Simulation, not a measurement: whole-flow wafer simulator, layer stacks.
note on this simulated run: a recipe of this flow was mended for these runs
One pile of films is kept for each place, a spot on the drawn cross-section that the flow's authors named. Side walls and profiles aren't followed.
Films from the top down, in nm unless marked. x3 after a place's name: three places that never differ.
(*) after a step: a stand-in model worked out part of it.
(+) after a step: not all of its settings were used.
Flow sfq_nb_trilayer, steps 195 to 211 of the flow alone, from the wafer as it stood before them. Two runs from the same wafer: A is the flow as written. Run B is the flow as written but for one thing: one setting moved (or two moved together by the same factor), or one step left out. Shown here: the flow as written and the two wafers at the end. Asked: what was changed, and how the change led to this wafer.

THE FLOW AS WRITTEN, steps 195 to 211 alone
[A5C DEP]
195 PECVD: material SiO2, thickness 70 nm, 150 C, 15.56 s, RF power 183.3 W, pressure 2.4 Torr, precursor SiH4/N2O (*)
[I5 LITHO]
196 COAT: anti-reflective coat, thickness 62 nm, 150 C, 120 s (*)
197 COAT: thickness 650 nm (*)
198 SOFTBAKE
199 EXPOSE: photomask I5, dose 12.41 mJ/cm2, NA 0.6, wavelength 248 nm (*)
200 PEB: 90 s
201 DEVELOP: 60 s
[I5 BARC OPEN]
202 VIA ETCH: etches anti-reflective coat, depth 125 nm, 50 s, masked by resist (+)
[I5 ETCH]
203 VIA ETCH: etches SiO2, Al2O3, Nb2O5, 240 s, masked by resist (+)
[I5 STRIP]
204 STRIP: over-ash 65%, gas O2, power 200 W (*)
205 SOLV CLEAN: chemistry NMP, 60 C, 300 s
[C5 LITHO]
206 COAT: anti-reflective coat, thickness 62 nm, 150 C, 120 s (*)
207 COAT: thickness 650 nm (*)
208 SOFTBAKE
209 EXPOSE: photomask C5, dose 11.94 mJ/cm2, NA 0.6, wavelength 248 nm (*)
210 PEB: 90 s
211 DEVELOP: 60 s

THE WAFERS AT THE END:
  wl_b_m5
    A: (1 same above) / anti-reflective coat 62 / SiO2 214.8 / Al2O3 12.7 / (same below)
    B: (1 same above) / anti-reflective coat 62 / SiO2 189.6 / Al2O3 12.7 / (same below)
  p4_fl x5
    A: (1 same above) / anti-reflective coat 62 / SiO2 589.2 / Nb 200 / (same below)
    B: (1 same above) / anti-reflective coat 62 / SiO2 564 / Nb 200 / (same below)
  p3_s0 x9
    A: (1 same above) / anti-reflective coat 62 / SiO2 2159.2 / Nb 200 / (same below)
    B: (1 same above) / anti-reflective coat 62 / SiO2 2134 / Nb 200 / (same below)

The cause: step 195, PECVD: thickness 44.8 nm was run, where the flow has thickness 70 nm; step 195, PECVD: 9.956 s was run, where the flow has 15.56 s.

How the change led to this, step by step:
  195 PECVD: material SiO2, thickness 70 nm, 150 C, 15.56 s, RF power 183.3 W, pressure 2.4 Torr, precursor SiH4/N2O (*)
      field_l, v_sur, via_wl and 92 more: A SiO2 +70 | B SiO2 +44.8
      ce_l, c5j, ce_r and 8 more: A SiO2 +70 (new film) | B SiO2 +44.8 (new film)
  196 COAT: anti-reflective coat, thickness 62 nm, 150 C, 120 s (*)
      r5r_line_l, r5r_line_c, r5r_line_r: A anti-reflective coat +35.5 (new film) | B anti-reflective coat +34.4 (new film)
  203 VIA ETCH: etches SiO2, Al2O3, Nb2O5, 240 s, masked by resist (+)
      be: A SiO2 -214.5 (all of it), Al2O3 -12.7 (all of it), Nb2O5 -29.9 (all of it), Nb -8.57 | B SiO2 -189.3 (all of it), Al2O3 -12.7 (all of it), Nb2O5 -29.9 (all of it), Nb -10.7
  204 STRIP: over-ash 65%, gas O2, power 200 W (*)
      r5r_line_l, r5r_line_c, r5r_line_r: A KrF-resist-other-grade -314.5 (all of it), anti-reflective coat -35.5 (all of it) | B KrF-resist-other-grade -314.5 (all of it), anti-reflective coat -34.4 (all of it)
  206 COAT: anti-reflective coat, thickness 62 nm, 150 C, 120 s (*)
      r5r_line_l, r5r_line_c, r5r_line_r: A anti-reflective coat +35.5 (new film) | B anti-reflective coat +34.4 (new film)
      be: A anti-reflective coat +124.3 (new film) | B anti-reflective coat +120.9 (new film)
  207 COAT: thickness 650 nm (*)
      be: A KrF-resist-other-grade +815 (new film) | B KrF-resist-other-grade +798.2 (new film)
